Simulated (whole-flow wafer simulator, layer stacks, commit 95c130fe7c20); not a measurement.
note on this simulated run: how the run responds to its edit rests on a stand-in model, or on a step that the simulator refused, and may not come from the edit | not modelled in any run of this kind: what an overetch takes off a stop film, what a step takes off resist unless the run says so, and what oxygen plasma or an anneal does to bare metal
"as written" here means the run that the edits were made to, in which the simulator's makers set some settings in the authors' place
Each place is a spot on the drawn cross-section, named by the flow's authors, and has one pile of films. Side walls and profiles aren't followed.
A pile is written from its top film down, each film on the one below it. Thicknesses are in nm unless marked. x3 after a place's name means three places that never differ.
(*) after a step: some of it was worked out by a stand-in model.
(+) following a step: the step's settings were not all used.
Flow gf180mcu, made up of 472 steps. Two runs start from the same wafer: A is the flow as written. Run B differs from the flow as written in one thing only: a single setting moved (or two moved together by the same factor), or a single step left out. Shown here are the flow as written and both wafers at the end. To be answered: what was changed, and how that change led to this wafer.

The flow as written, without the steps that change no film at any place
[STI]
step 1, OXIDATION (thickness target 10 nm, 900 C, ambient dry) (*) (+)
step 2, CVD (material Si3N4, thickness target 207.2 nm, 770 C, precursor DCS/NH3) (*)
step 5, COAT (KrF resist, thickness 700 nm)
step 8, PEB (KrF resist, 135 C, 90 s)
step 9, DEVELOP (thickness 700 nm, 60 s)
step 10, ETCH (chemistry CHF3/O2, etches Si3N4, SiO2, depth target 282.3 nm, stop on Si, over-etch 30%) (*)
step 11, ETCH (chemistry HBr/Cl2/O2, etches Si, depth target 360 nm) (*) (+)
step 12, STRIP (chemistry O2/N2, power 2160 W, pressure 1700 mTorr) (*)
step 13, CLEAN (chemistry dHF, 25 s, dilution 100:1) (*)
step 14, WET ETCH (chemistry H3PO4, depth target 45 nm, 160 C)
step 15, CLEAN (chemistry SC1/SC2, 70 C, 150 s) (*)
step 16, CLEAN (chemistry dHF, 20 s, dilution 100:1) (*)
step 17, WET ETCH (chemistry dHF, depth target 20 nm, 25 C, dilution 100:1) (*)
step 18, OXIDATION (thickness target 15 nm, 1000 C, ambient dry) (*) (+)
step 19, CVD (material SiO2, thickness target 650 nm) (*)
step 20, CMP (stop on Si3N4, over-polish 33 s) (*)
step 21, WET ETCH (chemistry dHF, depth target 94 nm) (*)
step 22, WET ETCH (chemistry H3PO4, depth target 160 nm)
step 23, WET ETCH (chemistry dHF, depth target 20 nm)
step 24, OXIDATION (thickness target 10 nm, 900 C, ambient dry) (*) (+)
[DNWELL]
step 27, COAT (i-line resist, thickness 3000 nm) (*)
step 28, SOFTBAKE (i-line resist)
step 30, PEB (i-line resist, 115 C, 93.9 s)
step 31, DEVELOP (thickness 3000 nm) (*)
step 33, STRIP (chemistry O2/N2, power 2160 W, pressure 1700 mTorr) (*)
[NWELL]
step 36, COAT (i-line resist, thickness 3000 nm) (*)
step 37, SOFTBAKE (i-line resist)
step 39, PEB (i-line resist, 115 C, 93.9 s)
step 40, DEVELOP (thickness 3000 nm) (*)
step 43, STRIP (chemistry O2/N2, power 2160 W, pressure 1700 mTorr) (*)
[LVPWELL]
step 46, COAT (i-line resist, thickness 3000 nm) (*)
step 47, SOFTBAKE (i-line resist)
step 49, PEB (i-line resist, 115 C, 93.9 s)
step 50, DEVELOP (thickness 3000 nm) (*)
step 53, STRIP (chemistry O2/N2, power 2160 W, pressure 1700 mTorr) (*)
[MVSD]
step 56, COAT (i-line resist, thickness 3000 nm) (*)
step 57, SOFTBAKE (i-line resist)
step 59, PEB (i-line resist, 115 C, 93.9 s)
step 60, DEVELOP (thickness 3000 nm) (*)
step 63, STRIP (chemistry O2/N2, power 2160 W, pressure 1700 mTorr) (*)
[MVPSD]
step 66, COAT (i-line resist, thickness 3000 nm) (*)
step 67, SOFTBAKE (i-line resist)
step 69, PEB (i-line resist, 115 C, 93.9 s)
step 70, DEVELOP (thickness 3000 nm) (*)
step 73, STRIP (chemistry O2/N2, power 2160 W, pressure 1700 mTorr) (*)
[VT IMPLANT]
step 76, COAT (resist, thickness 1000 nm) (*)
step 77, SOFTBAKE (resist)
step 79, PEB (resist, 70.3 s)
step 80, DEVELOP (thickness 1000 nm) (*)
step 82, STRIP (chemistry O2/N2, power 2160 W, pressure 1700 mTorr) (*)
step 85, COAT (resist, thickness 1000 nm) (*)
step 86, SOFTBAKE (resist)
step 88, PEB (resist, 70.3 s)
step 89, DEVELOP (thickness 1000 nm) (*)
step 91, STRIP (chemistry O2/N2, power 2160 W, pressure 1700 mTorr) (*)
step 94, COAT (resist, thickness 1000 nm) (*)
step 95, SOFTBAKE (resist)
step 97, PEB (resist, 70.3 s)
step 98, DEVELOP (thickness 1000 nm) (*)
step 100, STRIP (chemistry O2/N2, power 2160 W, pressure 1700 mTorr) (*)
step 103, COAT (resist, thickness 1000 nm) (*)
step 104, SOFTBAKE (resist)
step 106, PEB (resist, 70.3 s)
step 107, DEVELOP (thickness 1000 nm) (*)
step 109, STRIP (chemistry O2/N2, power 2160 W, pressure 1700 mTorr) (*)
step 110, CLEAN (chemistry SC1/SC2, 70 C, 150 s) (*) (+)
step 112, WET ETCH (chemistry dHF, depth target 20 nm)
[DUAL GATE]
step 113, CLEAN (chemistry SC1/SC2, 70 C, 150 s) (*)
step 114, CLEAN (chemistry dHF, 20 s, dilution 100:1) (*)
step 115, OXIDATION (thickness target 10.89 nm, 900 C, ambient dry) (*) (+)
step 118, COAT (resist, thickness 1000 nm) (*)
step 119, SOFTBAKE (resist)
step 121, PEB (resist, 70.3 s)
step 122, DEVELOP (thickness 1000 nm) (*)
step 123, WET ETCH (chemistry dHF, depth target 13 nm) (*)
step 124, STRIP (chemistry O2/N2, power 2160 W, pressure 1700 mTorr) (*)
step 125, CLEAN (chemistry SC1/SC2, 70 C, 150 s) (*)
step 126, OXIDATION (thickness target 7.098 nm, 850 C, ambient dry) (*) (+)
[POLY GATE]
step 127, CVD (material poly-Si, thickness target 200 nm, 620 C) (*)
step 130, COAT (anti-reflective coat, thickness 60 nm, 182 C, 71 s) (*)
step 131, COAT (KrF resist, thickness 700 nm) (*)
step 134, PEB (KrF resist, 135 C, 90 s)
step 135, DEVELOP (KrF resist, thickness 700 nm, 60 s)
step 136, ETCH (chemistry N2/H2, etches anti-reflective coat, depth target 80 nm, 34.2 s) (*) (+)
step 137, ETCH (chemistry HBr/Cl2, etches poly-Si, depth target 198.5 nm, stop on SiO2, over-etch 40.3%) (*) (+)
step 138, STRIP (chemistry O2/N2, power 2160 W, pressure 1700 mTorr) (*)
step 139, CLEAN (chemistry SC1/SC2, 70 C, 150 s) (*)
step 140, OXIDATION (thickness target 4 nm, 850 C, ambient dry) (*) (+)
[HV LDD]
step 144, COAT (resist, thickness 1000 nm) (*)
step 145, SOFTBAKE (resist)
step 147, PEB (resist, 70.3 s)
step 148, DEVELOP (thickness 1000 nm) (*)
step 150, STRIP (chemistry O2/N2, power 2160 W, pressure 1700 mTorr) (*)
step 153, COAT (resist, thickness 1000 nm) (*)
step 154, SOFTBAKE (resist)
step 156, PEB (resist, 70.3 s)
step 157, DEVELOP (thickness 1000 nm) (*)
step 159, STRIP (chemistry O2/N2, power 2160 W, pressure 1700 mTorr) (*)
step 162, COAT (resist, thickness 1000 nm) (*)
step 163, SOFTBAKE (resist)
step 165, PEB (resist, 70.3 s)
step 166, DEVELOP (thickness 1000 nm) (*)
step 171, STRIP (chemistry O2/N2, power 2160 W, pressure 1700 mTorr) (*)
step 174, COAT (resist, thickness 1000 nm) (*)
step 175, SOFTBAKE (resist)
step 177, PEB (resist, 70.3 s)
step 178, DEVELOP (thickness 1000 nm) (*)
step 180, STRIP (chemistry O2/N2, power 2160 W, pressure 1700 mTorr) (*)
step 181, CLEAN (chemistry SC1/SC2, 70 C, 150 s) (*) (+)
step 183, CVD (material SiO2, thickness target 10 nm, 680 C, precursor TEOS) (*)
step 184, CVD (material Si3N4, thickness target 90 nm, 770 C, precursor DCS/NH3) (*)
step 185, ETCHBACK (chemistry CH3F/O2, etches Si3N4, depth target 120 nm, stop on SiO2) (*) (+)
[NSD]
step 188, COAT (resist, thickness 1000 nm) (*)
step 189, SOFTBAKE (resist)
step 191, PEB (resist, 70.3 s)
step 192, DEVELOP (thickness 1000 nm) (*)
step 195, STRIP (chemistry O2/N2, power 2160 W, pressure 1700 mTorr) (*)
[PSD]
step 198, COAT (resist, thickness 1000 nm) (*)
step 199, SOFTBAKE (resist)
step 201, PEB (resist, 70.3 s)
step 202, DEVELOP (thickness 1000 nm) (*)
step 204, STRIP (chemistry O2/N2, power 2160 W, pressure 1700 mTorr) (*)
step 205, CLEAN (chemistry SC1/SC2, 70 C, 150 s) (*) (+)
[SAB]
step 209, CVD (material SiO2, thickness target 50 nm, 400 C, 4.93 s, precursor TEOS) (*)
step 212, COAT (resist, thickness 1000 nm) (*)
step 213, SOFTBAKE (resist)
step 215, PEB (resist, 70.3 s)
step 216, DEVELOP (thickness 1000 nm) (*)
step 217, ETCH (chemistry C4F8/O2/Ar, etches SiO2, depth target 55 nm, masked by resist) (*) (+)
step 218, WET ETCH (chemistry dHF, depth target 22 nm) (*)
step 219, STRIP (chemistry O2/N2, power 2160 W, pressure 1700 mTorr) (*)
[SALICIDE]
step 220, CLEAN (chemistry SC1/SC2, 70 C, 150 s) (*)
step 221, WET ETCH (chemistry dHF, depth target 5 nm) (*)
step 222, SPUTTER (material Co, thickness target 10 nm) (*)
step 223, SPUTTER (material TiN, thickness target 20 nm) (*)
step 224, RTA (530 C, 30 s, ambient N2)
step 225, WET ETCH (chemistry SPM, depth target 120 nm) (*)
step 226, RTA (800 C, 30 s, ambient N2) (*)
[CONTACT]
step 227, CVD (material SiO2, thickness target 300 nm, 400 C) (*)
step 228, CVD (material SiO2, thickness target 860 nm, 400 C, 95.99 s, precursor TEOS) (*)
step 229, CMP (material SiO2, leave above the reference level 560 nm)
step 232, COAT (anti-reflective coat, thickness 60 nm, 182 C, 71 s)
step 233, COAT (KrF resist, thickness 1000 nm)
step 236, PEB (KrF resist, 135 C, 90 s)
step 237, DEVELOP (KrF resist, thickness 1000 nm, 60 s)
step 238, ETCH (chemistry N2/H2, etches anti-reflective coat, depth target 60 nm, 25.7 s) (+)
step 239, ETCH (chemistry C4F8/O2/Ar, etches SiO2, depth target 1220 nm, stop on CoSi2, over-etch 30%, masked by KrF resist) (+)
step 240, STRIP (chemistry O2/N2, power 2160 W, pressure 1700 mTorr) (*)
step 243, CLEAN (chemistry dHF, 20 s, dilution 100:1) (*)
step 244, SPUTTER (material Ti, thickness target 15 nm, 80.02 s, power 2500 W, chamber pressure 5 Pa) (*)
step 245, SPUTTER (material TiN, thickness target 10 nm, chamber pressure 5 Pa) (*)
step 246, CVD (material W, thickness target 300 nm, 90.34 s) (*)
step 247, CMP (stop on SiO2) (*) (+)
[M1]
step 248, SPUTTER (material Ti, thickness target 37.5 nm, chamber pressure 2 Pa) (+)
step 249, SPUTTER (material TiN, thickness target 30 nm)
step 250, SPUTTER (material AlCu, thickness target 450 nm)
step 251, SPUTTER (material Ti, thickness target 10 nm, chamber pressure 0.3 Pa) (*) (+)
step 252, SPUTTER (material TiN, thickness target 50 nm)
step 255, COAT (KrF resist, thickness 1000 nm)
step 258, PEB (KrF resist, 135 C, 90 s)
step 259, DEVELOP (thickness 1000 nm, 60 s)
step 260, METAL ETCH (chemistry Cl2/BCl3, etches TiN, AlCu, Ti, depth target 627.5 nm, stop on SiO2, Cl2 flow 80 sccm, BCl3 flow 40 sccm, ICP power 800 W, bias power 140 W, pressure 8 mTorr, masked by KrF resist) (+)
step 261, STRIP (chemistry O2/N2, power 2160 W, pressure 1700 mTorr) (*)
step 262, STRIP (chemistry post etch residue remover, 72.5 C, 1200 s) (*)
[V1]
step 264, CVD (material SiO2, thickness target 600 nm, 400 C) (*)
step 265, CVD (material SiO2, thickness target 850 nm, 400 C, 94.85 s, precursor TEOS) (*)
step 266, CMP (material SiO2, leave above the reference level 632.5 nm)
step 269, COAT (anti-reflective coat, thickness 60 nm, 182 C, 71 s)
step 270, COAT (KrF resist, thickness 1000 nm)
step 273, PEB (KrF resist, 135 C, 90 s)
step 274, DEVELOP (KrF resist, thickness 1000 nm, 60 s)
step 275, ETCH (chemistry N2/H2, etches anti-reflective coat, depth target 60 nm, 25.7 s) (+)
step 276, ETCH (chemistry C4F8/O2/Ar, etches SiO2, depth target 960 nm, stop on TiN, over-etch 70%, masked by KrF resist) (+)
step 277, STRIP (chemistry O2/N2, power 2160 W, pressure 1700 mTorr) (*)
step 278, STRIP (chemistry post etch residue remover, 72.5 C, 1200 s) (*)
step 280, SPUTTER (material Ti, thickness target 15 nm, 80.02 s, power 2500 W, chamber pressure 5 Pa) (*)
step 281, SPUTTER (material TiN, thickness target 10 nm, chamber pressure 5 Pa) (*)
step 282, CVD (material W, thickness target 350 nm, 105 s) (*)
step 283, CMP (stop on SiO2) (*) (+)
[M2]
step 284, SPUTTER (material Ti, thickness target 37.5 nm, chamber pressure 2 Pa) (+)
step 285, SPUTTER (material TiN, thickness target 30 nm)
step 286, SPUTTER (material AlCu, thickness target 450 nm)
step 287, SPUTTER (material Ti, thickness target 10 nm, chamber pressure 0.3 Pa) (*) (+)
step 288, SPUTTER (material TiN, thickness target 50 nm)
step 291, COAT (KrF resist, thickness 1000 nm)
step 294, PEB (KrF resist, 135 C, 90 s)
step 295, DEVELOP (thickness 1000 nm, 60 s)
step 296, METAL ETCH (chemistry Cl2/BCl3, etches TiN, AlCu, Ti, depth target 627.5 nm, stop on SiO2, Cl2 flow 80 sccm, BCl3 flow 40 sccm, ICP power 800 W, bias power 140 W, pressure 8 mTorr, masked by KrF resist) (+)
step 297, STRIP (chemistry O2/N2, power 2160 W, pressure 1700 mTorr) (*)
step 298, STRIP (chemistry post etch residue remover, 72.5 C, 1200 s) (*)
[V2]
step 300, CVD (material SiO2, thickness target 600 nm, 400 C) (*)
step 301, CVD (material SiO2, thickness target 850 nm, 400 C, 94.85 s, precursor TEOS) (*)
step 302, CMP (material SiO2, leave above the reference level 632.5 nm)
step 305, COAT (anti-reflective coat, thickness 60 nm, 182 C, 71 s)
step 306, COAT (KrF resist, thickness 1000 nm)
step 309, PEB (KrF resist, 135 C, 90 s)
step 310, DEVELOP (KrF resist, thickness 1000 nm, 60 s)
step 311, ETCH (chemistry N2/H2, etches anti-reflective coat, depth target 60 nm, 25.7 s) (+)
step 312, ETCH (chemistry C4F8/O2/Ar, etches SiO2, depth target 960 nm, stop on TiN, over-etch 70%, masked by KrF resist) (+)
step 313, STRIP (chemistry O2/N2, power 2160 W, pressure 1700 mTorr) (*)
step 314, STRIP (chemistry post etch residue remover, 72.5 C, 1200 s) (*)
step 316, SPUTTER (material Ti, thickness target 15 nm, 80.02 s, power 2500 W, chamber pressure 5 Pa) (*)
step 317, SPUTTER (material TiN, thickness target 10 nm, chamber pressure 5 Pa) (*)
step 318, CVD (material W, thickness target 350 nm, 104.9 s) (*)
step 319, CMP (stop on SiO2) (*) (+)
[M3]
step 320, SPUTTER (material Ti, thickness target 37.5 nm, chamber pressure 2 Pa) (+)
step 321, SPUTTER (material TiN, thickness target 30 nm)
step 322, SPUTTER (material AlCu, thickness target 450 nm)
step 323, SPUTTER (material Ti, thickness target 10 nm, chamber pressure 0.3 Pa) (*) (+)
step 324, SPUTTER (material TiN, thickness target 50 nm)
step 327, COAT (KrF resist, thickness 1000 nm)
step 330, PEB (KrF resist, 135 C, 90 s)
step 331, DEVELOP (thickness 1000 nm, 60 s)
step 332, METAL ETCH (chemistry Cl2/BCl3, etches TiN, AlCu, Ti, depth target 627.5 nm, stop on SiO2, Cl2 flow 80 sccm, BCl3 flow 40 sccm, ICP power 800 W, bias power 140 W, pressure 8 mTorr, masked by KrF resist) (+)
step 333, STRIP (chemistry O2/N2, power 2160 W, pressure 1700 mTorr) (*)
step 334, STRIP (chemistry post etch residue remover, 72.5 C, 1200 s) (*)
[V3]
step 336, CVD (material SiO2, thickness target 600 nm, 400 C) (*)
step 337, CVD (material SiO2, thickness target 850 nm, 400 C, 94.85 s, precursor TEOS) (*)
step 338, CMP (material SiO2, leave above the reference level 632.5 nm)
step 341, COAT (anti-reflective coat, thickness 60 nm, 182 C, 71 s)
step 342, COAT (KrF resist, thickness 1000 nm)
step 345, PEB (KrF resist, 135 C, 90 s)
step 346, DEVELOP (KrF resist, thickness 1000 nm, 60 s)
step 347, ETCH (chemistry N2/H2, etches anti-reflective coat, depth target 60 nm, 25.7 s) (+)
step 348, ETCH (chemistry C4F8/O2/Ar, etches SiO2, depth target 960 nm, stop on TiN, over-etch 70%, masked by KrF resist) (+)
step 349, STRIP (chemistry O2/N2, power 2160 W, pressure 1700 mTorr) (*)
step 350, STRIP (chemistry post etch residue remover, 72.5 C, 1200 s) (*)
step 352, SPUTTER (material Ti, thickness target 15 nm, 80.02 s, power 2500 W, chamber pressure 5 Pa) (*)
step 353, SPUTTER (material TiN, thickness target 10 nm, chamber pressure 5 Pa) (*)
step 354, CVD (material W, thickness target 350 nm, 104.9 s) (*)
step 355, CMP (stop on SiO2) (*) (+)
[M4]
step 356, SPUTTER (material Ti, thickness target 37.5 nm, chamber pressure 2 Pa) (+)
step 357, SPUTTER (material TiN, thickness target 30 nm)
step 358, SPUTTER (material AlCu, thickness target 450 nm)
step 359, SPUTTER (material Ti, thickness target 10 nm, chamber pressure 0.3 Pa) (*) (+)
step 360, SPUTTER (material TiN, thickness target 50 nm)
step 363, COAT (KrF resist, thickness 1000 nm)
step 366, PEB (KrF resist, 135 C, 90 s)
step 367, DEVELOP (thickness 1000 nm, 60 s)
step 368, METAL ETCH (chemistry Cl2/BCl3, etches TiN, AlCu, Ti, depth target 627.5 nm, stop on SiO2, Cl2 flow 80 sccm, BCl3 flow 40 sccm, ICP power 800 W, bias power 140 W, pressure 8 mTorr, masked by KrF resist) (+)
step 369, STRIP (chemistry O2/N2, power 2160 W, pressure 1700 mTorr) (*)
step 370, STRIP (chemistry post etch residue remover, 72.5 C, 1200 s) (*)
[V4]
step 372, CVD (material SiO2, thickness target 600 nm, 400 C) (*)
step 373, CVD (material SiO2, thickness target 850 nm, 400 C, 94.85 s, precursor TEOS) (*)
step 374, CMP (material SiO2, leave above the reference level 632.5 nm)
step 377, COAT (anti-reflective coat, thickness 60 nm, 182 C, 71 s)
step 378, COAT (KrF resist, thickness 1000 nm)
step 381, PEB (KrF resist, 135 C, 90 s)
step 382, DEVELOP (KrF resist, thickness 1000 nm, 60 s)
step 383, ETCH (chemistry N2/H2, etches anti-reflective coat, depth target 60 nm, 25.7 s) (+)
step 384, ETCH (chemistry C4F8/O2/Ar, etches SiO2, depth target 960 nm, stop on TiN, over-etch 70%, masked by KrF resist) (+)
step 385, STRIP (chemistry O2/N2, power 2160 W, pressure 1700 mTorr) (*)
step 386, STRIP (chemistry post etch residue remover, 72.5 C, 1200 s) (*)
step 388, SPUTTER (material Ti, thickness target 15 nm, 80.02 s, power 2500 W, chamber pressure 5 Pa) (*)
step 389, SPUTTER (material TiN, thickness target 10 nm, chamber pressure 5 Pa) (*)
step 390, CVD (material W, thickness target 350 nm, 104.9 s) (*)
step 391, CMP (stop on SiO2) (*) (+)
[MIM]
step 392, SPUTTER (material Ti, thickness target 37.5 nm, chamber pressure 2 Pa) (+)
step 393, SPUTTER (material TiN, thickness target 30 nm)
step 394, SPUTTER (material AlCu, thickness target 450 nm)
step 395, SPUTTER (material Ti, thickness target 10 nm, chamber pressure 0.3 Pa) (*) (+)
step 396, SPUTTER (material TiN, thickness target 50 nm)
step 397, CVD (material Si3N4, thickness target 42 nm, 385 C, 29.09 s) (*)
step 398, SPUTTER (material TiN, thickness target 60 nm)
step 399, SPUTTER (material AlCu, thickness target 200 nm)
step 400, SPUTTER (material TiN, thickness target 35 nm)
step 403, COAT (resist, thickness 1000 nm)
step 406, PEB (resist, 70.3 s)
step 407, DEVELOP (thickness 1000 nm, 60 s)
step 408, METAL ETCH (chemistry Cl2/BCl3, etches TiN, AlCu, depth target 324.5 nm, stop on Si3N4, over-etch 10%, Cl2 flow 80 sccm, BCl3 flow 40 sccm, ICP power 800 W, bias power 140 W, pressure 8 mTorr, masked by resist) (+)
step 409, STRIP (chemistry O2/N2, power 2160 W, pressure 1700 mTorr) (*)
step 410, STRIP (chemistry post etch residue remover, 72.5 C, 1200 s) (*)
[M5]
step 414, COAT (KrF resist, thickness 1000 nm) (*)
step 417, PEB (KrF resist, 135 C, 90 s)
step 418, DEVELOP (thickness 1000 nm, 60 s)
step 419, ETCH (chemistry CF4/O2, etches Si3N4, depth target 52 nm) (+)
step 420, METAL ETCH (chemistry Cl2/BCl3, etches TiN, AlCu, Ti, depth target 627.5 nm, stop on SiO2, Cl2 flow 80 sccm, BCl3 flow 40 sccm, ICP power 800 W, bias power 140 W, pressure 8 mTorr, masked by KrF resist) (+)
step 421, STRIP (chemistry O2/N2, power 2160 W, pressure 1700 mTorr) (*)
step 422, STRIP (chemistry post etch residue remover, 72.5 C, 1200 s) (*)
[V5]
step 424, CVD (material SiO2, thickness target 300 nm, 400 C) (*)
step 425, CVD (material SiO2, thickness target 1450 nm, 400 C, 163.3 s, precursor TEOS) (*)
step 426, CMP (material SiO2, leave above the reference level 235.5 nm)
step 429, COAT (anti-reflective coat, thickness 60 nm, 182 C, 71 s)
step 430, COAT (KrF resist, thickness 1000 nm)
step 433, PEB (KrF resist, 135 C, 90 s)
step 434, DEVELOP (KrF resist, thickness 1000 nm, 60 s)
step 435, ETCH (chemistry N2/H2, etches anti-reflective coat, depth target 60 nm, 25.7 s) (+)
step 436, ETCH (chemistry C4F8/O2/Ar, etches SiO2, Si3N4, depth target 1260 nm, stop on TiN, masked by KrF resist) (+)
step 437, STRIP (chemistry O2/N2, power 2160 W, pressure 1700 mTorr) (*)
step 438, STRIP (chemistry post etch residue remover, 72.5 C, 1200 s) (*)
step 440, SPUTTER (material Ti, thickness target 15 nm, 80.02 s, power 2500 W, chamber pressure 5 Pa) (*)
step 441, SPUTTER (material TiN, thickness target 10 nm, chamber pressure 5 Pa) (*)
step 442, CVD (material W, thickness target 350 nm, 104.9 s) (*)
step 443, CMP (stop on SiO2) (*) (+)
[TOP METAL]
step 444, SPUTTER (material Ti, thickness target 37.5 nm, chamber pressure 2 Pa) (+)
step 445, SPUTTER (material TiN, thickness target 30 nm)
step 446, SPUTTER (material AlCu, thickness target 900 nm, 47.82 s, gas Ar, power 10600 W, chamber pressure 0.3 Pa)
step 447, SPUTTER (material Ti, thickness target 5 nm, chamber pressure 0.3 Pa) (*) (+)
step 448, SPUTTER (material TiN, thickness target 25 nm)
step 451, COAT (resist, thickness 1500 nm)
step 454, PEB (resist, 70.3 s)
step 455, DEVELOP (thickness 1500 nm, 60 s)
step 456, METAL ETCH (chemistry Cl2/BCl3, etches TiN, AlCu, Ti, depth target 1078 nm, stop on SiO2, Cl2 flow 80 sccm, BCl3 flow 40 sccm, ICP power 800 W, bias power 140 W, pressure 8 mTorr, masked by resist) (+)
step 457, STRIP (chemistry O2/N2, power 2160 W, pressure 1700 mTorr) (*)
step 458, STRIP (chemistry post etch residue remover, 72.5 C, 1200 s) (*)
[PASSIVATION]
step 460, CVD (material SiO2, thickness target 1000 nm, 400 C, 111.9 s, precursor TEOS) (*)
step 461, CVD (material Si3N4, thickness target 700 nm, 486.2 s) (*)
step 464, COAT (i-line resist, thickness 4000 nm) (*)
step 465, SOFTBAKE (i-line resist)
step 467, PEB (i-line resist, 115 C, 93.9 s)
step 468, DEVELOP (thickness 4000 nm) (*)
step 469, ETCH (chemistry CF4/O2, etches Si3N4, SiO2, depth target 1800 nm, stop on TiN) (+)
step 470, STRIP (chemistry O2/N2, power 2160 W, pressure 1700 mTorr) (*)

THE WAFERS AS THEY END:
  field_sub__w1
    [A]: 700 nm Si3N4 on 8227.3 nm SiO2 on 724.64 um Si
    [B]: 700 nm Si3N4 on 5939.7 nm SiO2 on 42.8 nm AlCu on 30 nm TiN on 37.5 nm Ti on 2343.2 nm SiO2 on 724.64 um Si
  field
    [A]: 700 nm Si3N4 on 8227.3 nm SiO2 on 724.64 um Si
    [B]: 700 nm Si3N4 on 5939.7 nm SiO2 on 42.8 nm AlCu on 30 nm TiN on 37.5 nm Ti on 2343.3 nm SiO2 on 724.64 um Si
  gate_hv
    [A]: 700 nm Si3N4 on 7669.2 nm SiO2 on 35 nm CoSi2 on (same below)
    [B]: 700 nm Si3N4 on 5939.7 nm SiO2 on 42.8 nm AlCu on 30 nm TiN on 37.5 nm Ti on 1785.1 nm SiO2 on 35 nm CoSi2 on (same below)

The reason: step 286, SPUTTER: thickness target 616 nm was run, whereas the flow has thickness target 450 nm.

The path from the change to this, step by step:
  step 286, SPUTTER (material AlCu, thickness target 450 nm)
      field, field__w1, field__w2 and 108 more: A +450 AlCu (new film) | B +616 AlCu (new film)
  step 296, METAL ETCH (chemistry Cl2/BCl3, etches TiN, AlCu, Ti, depth target 627.5 nm, stop on SiO2, Cl2 flow 80 sccm, BCl3 flow 40 sccm, ICP power 800 W, bias power 140 W, pressure 8 mTorr, masked by KrF resist) (+)
      field, field__w1, field__w2 and 103 more: A -50 TiN (all of it), -10 Ti (all of it), -450 AlCu (all of it), -30 TiN (all of it), -37.5 Ti (all of it) | B -50 TiN (all of it), -10 Ti (all of it), -567.5 AlCu
  step 298, STRIP (chemistry post etch residue remover, 72.5 C, 1200 s) (*)
      field, field__w1, field__w2 and 103 more: A nothing | B -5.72 AlCu
  step 300, CVD (material SiO2, thickness target 600 nm, 400 C) (*)
      field, field__w1, field__w2 and 103 more: A +600 SiO2 | B +600 SiO2 (new film)
  step 302, CMP (material SiO2, leave above the reference level 632.5 nm)
      field, field__w1, field__w2 and 103 more: A -300 SiO2 | B -244.3 SiO2
If metal films that touch count as one body, field_sub__w1 has 1 body; the flow as written gives 0 bodies.
If metal films that touch count as one body, field has 1 body; the flow as written gives 0 bodies.
If metal films that touch count as one body, gate_hv has 2 bodies (between them, from the top down: SiO2 1785.1); the flow as written gives 1 body.
